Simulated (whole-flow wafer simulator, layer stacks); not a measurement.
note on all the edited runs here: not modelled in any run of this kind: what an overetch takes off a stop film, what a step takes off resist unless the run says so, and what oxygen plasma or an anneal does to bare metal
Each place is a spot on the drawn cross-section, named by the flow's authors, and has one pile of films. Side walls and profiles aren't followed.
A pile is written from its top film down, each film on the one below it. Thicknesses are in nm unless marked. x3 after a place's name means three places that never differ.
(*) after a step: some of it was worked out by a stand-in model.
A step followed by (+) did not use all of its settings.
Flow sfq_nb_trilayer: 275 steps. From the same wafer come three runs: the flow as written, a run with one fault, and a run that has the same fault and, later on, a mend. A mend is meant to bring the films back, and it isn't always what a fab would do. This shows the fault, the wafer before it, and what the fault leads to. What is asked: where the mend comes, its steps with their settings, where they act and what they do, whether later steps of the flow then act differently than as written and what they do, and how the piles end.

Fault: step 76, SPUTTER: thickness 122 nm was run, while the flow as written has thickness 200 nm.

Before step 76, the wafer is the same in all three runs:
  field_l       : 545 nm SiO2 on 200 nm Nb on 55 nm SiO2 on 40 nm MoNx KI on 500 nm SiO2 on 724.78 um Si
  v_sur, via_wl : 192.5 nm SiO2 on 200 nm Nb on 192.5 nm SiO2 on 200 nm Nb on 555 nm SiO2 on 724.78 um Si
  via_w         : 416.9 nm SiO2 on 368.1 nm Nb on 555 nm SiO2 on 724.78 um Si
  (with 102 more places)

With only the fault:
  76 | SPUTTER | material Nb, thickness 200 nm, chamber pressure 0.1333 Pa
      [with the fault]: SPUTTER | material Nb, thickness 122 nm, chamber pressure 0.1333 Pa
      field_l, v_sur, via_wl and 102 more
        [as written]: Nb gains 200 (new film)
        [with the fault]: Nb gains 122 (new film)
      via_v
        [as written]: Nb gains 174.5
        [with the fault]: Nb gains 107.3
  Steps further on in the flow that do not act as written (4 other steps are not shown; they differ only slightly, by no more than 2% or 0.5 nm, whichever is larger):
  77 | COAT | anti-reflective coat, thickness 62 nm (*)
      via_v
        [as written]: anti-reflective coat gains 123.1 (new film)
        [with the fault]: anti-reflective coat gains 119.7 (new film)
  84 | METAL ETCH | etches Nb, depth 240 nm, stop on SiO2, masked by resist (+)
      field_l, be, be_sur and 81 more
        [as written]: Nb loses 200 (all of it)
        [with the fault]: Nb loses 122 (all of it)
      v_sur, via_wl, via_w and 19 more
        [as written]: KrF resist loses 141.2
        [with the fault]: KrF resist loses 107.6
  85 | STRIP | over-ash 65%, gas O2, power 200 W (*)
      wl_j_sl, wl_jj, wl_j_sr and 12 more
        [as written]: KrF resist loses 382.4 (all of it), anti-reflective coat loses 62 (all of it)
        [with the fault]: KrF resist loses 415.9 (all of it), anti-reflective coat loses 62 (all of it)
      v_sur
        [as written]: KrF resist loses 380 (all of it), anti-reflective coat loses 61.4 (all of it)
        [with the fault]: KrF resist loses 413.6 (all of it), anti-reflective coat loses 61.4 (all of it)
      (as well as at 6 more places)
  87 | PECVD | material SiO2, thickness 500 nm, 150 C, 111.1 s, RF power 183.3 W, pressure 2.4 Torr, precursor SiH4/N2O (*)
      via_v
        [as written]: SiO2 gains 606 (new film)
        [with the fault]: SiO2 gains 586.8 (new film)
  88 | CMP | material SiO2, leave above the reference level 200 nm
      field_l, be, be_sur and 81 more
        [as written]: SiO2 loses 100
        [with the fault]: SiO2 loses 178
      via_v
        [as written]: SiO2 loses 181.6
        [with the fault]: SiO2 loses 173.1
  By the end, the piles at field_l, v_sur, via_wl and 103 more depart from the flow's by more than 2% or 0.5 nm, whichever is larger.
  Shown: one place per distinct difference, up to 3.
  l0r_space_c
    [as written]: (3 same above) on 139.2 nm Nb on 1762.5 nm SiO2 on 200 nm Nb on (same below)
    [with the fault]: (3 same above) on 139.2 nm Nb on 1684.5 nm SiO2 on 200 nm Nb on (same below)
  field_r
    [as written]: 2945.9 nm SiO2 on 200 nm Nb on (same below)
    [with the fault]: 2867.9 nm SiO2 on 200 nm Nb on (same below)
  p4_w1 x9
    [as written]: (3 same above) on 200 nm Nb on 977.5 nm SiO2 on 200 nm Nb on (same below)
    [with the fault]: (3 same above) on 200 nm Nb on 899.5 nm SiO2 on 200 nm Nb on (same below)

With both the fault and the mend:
  The mend stands after step 82.
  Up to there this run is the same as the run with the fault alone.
  82a | STRIP | over-ash 65%, gas O2, power 200 W (*)
      p4_fl x3, p4_w1 x9, p4_g1 x2 and 48 more
        anti-reflective coat loses 62 (all of it)
      wl_j_sl, wl_jj, wl_j_sr and 12 more
        KrF resist loses 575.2 (all of it), anti-reflective coat loses 62 (all of it)
      moat, field_r, lsp_l and 6 more
        anti-reflective coat loses 61.8 (all of it)
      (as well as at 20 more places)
  82b | SPUTTER | material Nb, thickness 78 nm, chamber pressure 0.1333 Pa (the flow's step 76, run once more with other settings)
      field_l, v_sur, via_wl and 102 more
        Nb gains 78
      via_v
        Nb gains 63.1
  82c | COAT | anti-reflective coat, thickness 62 nm (*) (the flow's step 77, run once more)
      p4_fl x3, p4_w1 x9, p4_g1 x2 and 63 more
        anti-reflective coat gains 62 (new film)
      moat, field_r, lsp_l and 6 more
        anti-reflective coat gains 61.8 (new film)
      be_r, r_sur, res, r_end
        anti-reflective coat gains 61.7 (new film)
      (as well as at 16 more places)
  82d | COAT | KrF resist, thickness 600 nm (*) (the flow's step 78, run once more)
      p4_fl x3, p4_w1 x9, p4_g1 x2 and 63 more
        KrF resist gains 600 (new film)
      field_r, lsp_l, ln_m5, l0v
        KrF resist gains 599.5 (new film)
      lsp_m, ln_m6, lsp_r, l0_sur
        KrF resist gains 599.6 (new film)
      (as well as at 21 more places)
  82e | SOFTBAKE | KrF resist (the flow's step 79, run once more)
      does not change any film at any place that is followed
  82f | EXPOSE | photomask M2, dose 12.11 mJ/cm2, NA 0.6, wavelength 248 nm (*) (the flow's step 80, run once more)
      does not change any film at any place that is followed
  82g | PEB | KrF resist, 90 s (the flow's step 81, run once more)
      field_l, v_sur, via_wl and 97 more
        KrF resist loses 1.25
      via_w, via_wr, via_sp, wire, be
        KrF resist loses 1.24
      via_v
        KrF resist loses 1.6
  82h | DEVELOP | KrF resist, thickness 600 nm, 60 s (the flow's step 82, run once more)
      p4_fl x3, p4_w1 x9, p4_g1 x2 and 48 more
        KrF resist loses 598.7 (all of it)
      v_sur, via_wl, via_w and 19 more
        KrF resist loses 23.5
      lsp_l, ln_m5, lsp_m, ln_m6, lsp_r, l0_sur, l0v
        KrF resist loses 598.3 (all of it)
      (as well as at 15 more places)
  None of the later steps of the flow differs from how it acts as written, at any place that is followed, by more than 2% or 0.5 nm, whichever is larger.
  At the end the piles are close to the flow's at the places that both follow, differing by at most 2% or 0.5 nm, whichever is larger.
